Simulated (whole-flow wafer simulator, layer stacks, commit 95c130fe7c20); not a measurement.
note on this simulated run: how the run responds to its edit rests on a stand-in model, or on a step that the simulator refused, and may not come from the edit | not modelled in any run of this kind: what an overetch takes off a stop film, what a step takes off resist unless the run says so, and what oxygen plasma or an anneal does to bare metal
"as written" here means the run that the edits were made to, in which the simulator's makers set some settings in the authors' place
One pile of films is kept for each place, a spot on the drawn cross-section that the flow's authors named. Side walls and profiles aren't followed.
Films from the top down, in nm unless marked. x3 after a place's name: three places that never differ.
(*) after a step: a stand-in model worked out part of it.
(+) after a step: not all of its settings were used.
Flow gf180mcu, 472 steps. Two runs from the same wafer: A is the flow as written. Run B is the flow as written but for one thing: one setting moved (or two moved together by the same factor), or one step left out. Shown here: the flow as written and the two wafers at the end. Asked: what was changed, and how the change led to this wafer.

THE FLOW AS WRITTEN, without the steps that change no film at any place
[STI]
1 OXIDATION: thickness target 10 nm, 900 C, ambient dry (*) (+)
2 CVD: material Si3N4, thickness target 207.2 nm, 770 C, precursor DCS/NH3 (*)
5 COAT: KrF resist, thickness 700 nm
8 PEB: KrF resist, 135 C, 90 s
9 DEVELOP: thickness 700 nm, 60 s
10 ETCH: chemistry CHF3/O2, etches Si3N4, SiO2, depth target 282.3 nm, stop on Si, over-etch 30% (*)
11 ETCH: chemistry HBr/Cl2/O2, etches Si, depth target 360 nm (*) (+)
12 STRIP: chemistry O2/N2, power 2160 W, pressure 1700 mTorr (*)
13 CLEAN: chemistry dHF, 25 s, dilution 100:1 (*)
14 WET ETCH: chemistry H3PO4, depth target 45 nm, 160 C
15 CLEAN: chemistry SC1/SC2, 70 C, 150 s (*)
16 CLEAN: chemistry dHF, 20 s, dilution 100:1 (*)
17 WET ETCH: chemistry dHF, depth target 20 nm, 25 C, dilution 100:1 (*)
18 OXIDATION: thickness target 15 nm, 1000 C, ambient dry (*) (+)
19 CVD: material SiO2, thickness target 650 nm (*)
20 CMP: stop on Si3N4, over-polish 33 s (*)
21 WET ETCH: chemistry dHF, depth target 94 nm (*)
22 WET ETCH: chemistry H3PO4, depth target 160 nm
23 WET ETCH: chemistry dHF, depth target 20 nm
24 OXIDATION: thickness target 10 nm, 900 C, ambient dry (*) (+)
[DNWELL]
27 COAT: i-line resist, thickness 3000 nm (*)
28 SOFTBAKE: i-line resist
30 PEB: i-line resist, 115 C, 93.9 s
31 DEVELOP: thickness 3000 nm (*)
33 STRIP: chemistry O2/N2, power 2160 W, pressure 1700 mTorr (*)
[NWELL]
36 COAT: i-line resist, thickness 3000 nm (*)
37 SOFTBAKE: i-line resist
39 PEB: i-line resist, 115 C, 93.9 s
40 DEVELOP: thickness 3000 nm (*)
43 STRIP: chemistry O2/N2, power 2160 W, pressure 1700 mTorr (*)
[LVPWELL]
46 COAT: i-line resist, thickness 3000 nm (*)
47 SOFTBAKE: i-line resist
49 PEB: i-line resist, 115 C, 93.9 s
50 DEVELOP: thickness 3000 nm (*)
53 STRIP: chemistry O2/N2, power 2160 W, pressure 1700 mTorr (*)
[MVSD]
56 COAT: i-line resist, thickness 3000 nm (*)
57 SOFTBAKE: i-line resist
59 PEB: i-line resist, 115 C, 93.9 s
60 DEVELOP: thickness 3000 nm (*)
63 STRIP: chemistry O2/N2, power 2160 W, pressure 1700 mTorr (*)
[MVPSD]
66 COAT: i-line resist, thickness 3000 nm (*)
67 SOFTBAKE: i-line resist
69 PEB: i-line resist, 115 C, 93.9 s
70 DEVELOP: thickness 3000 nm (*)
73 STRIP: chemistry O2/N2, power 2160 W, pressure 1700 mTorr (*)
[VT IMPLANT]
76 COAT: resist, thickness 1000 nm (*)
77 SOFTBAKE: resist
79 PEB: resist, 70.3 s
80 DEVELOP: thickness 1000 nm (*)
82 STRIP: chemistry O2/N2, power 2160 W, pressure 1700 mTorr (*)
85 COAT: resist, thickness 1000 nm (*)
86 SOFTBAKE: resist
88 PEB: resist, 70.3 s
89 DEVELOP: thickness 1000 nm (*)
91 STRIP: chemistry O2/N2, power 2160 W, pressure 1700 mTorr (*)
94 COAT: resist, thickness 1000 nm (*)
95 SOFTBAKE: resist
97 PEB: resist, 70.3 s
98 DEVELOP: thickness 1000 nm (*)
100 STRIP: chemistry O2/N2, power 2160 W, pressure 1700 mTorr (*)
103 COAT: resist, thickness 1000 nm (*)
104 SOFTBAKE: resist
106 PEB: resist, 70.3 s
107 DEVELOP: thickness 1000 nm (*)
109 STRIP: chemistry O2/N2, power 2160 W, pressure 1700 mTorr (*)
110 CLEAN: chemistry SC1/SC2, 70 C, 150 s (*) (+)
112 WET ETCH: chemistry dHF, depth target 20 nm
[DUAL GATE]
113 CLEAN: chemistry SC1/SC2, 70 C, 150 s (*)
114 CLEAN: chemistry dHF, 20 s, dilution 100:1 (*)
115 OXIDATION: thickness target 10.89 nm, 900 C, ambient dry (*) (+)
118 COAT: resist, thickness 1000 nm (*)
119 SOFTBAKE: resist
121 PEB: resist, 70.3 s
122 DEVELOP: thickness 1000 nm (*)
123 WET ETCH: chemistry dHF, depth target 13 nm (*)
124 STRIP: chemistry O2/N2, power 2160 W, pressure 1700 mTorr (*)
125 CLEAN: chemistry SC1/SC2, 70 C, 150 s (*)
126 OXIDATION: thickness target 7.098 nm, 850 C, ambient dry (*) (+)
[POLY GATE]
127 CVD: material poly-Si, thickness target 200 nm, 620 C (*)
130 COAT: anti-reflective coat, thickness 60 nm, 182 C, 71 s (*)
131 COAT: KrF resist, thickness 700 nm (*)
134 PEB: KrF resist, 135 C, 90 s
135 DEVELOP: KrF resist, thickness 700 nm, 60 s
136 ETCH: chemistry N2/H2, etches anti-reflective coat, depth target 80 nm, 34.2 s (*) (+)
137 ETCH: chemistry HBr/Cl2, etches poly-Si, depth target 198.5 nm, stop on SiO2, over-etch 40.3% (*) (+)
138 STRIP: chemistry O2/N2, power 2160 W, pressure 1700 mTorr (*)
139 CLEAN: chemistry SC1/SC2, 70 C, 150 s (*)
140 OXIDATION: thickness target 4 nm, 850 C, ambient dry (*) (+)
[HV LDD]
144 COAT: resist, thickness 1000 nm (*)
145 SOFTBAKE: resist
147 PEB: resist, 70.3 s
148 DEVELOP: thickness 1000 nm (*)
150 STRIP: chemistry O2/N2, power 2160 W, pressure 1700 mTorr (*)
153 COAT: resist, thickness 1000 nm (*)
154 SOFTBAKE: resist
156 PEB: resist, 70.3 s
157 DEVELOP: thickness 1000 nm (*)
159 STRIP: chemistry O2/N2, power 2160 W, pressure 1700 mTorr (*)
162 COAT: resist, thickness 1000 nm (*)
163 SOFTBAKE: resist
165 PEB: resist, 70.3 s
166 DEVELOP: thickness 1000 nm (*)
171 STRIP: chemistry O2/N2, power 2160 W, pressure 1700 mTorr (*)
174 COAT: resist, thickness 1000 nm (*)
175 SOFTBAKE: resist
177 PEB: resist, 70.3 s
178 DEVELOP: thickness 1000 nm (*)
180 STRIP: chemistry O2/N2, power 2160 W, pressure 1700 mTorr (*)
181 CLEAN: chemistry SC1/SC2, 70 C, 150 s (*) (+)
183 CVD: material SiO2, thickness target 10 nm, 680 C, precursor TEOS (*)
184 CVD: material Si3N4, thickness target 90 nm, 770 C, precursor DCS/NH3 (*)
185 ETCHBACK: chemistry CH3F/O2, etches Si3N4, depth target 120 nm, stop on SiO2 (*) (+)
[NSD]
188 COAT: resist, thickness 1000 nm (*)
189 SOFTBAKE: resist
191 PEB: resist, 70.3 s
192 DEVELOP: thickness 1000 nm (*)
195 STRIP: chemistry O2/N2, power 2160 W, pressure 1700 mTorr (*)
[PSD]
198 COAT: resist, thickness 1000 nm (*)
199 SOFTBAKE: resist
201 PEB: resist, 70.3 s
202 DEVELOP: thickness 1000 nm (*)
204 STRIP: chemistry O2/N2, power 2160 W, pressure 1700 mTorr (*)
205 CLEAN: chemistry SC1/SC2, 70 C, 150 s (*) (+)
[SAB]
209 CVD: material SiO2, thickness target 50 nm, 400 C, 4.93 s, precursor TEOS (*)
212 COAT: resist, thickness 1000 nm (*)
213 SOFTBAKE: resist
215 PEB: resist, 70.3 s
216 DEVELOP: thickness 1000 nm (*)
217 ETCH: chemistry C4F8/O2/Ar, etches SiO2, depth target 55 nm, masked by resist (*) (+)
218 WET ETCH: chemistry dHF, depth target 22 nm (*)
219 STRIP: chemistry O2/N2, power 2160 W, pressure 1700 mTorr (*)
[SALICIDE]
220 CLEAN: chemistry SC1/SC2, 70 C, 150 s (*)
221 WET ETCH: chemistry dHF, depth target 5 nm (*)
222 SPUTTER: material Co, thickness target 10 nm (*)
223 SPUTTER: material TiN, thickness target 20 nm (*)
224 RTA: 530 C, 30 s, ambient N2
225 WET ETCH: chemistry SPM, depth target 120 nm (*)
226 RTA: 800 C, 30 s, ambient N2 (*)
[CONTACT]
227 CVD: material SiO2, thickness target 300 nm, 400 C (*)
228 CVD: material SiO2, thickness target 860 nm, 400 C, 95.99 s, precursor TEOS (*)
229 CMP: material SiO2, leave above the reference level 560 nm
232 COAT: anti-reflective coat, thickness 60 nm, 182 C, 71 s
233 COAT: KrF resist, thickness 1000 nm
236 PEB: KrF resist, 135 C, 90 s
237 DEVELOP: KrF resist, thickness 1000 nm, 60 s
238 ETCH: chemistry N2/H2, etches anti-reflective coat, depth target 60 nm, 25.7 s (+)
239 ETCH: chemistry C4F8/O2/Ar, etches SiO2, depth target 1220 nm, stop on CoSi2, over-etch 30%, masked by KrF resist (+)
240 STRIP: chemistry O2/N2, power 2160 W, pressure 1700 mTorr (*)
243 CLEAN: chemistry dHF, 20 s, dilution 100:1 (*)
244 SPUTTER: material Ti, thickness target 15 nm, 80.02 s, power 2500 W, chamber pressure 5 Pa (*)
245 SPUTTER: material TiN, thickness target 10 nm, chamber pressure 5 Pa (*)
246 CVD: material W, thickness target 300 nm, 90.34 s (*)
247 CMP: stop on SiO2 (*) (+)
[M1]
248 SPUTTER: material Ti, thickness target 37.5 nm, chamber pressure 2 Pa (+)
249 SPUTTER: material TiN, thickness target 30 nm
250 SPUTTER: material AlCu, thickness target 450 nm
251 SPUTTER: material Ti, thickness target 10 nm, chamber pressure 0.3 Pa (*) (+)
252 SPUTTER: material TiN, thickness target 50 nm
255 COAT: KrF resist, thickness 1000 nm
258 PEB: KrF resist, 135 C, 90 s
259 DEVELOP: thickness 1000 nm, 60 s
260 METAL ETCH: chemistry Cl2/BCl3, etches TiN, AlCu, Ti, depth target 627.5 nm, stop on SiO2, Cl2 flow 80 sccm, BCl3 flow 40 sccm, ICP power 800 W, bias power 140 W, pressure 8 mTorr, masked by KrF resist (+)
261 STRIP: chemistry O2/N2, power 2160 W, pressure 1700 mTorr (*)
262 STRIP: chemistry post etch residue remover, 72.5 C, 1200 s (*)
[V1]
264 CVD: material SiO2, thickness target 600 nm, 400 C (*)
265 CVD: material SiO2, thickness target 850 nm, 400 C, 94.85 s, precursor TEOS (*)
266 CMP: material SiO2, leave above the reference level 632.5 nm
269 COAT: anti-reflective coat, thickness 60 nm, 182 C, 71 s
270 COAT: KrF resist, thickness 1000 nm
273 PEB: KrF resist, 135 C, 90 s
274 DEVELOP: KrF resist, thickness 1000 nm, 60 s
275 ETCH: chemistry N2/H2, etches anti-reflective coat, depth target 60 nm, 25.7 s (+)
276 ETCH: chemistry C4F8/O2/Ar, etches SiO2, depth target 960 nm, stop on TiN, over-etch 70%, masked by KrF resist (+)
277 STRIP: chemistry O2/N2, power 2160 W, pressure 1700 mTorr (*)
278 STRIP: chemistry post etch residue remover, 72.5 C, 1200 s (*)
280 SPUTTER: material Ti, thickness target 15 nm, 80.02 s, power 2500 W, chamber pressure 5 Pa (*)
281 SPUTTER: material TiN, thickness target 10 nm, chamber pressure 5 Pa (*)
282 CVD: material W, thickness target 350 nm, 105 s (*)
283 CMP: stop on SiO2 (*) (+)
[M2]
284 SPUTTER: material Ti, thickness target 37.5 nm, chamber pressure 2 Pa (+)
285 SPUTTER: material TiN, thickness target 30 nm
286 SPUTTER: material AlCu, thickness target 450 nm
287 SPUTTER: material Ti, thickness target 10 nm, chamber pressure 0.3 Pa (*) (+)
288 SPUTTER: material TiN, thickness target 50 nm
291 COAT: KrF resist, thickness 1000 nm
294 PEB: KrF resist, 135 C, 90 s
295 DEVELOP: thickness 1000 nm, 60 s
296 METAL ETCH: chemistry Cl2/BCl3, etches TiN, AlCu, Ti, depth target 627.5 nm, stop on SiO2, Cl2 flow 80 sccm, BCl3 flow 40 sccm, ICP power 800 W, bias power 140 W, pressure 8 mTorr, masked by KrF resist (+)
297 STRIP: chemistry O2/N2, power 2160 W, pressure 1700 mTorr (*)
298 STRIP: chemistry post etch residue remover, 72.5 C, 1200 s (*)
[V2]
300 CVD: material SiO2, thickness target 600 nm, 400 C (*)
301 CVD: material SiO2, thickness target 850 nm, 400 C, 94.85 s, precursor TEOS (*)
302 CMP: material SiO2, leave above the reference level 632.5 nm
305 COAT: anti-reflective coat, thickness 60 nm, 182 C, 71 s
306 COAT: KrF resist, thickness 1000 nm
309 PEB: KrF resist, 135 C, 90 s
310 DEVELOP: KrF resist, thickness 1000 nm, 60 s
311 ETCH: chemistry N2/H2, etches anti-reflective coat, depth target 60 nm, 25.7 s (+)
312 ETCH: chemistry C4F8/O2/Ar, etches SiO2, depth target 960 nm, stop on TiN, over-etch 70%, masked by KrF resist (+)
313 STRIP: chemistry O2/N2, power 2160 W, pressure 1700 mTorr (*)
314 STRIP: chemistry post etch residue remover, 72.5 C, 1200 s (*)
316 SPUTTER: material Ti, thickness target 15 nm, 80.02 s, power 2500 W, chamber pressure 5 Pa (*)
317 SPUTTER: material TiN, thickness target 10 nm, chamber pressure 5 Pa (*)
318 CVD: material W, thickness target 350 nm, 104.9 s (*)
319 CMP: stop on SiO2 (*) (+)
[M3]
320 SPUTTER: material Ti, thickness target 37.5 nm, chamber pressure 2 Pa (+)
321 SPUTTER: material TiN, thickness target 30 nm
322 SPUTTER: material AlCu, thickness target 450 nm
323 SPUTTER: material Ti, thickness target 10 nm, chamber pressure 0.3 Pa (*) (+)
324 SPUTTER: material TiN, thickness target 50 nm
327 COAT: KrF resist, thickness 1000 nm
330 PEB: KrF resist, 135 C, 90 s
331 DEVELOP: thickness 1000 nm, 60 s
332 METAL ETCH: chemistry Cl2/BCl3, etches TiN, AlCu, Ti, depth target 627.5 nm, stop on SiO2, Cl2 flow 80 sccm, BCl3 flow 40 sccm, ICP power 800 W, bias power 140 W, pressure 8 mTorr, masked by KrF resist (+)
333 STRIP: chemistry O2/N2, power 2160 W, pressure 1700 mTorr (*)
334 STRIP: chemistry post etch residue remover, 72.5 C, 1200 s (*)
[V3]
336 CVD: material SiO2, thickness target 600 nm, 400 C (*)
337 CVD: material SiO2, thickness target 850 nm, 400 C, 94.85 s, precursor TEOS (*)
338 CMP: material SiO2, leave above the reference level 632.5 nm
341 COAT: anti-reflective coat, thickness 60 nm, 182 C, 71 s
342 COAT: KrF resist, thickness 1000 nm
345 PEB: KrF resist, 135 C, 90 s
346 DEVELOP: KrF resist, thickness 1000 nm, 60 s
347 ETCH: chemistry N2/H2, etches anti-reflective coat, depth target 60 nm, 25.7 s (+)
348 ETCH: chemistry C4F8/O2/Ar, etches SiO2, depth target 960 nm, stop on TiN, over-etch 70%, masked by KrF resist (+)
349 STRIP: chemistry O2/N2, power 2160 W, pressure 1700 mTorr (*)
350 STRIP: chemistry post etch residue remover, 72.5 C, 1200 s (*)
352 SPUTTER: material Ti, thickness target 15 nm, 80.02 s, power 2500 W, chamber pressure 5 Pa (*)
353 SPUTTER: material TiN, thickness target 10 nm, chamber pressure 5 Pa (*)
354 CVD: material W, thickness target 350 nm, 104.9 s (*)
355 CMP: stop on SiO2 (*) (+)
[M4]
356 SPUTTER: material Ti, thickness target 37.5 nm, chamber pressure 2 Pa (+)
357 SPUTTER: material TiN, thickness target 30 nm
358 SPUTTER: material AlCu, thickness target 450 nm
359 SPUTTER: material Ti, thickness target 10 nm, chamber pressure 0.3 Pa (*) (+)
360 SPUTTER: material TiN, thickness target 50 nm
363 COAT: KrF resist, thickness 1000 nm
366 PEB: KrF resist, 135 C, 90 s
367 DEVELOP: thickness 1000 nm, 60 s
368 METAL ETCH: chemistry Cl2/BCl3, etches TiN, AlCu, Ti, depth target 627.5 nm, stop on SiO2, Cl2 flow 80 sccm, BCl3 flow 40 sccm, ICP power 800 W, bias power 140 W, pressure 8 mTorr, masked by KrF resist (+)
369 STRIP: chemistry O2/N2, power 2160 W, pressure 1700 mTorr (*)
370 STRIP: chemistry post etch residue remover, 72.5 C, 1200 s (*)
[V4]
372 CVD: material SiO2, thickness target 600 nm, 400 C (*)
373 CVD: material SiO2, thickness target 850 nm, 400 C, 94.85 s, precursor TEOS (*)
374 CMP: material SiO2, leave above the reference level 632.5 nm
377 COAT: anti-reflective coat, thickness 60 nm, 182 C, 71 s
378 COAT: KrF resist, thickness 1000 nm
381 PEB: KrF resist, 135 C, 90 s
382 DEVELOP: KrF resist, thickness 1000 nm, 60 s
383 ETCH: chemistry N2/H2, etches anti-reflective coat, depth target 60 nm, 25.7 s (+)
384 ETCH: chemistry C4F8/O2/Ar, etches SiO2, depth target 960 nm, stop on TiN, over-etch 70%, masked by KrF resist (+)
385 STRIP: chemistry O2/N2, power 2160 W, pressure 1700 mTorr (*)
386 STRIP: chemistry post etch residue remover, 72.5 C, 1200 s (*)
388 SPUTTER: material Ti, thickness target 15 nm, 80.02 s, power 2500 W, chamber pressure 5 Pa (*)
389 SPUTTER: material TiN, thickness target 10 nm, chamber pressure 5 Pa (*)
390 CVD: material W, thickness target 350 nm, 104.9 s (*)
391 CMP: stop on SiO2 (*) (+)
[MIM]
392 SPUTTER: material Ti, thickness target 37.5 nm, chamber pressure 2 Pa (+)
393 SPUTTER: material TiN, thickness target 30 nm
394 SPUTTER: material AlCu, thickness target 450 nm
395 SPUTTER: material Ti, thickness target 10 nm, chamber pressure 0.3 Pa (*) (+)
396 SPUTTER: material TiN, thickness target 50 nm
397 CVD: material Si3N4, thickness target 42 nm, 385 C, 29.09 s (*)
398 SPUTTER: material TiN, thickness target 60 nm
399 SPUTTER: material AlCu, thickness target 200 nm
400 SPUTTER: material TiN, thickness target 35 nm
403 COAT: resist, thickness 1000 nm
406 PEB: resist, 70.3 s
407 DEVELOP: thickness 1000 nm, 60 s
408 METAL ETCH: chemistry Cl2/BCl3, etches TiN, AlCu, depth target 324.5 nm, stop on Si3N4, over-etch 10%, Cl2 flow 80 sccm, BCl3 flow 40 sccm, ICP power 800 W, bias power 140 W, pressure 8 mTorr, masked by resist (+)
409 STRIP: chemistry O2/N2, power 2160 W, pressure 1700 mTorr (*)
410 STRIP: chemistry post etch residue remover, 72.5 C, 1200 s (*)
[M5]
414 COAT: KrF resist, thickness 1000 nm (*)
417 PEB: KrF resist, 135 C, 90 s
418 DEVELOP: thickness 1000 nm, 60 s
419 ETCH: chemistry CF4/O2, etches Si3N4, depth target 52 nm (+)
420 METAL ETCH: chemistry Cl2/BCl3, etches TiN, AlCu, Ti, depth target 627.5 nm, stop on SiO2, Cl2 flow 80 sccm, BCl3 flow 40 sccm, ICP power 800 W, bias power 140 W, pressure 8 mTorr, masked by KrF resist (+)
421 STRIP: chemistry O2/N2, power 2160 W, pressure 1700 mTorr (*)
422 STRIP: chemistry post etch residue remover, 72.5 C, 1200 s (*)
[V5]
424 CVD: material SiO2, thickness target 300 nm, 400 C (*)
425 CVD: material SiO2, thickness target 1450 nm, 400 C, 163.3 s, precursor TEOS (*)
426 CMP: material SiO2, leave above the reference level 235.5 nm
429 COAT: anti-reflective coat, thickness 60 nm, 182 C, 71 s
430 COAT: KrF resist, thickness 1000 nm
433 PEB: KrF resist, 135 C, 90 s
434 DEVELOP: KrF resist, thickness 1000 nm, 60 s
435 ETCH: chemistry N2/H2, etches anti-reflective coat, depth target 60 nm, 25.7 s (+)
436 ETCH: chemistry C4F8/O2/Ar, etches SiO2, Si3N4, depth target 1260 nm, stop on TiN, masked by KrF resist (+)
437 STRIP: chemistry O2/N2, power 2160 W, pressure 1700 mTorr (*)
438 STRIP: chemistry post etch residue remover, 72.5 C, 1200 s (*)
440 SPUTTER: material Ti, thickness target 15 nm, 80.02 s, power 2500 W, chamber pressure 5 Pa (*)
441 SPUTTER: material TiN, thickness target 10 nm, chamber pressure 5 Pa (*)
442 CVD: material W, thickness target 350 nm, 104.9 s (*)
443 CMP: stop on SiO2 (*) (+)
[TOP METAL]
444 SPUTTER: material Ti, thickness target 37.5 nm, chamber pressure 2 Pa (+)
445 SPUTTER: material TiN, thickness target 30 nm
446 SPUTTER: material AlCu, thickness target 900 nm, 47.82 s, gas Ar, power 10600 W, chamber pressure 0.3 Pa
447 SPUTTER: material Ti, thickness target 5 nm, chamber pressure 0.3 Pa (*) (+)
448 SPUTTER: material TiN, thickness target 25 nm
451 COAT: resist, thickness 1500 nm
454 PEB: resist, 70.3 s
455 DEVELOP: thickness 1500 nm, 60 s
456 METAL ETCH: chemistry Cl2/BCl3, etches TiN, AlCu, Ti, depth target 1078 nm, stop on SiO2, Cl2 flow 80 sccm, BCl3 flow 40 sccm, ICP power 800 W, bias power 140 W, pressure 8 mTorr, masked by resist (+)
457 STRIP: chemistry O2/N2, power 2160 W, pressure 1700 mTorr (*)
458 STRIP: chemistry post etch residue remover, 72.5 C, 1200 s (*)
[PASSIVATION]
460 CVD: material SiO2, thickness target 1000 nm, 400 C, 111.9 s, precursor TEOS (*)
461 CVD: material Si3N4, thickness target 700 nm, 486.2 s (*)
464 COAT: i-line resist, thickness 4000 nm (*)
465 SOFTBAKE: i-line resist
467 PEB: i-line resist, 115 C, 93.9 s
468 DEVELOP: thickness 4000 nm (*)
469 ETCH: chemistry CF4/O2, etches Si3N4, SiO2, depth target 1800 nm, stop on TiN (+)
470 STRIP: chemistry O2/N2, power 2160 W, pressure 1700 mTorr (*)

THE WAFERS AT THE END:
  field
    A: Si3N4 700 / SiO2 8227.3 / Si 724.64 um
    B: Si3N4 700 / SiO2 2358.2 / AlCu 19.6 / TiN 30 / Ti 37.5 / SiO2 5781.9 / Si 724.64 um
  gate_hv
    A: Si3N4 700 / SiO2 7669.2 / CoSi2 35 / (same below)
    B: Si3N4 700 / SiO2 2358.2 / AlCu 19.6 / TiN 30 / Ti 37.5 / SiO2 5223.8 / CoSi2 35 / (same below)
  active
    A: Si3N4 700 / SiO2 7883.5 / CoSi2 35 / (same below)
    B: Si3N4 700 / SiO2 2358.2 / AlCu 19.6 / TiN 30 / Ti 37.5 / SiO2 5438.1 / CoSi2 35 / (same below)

The cause: step 420, METAL ETCH: depth target 483.2 nm was run, where the flow has depth target 627.5 nm.

How the change led to this, step by step:
  420 METAL ETCH: chemistry Cl2/BCl3, etches TiN, AlCu, Ti, depth target 627.5 nm, stop on SiO2, Cl2 flow 80 sccm, BCl3 flow 40 sccm, ICP power 800 W, bias power 140 W, pressure 8 mTorr, masked by KrF resist (+)
      field, field__w1, field__w2 and 101 more: A TiN -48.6 (all of it), Ti -10 (all of it), AlCu -450 (all of it), TiN -30 (all of it), Ti -37.5 (all of it) | B TiN -48.6 (all of it), Ti -10 (all of it), AlCu -424.6
      field__w4, field__w8, contact, m1, m1__w1, mim, mim_1p0, m1_nw: A KrF resist -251 | B KrF resist -193.3
  421 STRIP: chemistry O2/N2, power 2160 W, pressure 1700 mTorr (*)
      field__w8, m1__w1: A KrF resist -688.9 (all of it) | B KrF resist -746.6 (all of it)
      contact, m1: A KrF resist -689.3 (all of it) | B KrF resist -747 (all of it)
      (and at 4 more places)
  422 STRIP: chemistry post etch residue remover, 72.5 C, 1200 s (*)
      field, field__w1, field__w2 and 101 more: A nothing | B AlCu -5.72
  424 CVD: material SiO2, thickness target 300 nm, 400 C (*)
      field, field__w1, field__w2 and 101 more: A SiO2 +300 | B SiO2 +300 (new film)
  426 CMP: material SiO2, leave above the reference level 235.5 nm
      field, field__w1, field__w5 and 92 more: A SiO2 -300.8 | B SiO2 -388
      field__w2, field__w3, field__w12 and 6 more: A SiO2 -272.7 | B SiO2 -363.8
Counting metal films that touch as one body, field has 1 body; the flow as written gives 0 bodies.
Counting metal films that touch as one body, gate_hv has 2 bodies (between them, from the top down: SiO2 5223.8); the flow as written gives 1 body.
Counting metal films that touch as one body, active has 2 bodies (between them, from the top down: SiO2 5438.1); the flow as written gives 1 body.
